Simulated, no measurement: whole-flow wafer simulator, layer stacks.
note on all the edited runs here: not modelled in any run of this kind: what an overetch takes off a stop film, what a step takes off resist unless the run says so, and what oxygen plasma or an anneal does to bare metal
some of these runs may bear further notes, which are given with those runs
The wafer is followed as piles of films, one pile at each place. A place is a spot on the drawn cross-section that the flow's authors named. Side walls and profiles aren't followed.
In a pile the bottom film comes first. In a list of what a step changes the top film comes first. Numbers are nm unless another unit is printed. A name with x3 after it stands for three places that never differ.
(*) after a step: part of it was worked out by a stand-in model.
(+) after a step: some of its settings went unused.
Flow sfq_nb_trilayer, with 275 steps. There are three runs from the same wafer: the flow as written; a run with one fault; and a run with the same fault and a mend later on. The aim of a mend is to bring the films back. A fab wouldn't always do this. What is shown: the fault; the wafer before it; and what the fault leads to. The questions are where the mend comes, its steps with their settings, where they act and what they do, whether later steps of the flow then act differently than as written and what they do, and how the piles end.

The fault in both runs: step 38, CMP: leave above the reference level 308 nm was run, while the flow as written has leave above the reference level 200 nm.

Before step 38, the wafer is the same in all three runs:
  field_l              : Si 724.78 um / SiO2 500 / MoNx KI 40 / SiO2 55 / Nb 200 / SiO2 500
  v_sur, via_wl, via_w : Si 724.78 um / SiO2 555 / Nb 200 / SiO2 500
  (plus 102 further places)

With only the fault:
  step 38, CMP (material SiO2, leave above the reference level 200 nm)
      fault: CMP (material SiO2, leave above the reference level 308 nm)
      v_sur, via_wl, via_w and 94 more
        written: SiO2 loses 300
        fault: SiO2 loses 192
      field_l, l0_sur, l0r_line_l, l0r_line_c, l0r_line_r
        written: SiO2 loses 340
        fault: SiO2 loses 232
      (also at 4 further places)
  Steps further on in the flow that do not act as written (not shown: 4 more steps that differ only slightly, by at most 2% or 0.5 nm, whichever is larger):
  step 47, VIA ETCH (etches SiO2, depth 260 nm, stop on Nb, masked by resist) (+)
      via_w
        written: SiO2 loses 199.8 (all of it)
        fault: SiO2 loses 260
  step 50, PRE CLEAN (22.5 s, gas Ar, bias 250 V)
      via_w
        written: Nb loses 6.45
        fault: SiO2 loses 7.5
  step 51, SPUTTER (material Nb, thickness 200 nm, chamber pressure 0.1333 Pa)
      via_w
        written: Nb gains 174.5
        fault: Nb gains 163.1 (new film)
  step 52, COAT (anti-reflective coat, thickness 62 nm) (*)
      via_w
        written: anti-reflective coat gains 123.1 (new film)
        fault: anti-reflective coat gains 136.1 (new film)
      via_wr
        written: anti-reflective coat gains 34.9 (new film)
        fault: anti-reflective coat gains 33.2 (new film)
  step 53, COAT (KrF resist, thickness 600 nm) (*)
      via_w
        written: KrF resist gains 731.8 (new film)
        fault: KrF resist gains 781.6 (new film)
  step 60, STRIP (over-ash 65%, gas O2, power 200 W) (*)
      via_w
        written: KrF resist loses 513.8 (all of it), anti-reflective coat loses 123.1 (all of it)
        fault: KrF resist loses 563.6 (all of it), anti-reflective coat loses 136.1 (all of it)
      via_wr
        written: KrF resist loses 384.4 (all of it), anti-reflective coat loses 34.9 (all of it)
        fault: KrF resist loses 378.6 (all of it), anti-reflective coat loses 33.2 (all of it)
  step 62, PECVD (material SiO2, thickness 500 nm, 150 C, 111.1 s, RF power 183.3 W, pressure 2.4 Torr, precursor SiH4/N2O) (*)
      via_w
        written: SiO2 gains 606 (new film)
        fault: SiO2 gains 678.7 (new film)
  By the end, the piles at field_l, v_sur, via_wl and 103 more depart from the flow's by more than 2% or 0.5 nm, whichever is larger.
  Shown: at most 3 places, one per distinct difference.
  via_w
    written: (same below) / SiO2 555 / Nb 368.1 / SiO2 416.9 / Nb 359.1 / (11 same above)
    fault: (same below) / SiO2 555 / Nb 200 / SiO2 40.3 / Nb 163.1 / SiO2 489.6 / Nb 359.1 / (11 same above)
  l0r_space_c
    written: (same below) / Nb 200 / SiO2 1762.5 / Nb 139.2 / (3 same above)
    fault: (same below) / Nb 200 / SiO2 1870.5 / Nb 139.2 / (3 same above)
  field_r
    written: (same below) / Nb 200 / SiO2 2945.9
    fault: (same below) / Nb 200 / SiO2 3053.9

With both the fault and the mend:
  The mend follows step 45.
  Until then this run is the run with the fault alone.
  step 45a, STRIP (over-ash 65%, gas O2, power 200 W) (*)
      field_l, v_sur, via_wl and 102 more
        KrF resist loses 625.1 (all of it), anti-reflective coat loses 62 (all of it)
      via_w
        anti-reflective coat loses 62 (all of it)
  step 45b, CMP (material SiO2, leave above the reference level 200 nm) (a further turn of the flow's step 38)
      field_l, v_sur, via_wl and 103 more
        SiO2 loses 108
  step 45c, COAT (anti-reflective coat, thickness 62 nm) (a further turn of the flow's step 40)
      field_l, v_sur, via_wl and 103 more
        anti-reflective coat gains 62 (new film)
  step 45d, COAT (KrF resist, thickness 650 nm) (a further turn of the flow's step 41)
      field_l, v_sur, via_wl and 103 more
        KrF resist gains 650 (new film)
  step 45e, SOFTBAKE (KrF resist) (a further turn of the flow's step 42)
      alters no film at any place that is followed
  step 45f, EXPOSE (photomask I0, dose 11.91 mJ/cm2, NA 0.6, wavelength 248 nm) (*) (a further turn of the flow's step 43)
      alters no film at any place that is followed
  step 45g, PEB (KrF resist, 90 s) (a further turn of the flow's step 44)
      field_l, v_sur, via_wl and 103 more
        KrF resist loses 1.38
  step 45h, DEVELOP (KrF resist, thickness 650 nm, 60 s) (a further turn of the flow's step 45)
      field_l, v_sur, via_wl and 102 more
        KrF resist loses 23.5
      via_w
        KrF resist loses 648.6 (all of it)
  Every later step of the flow that is run acts as written at every place that is followed.
  By the end, the piles equal the flow's at every place that both follow.
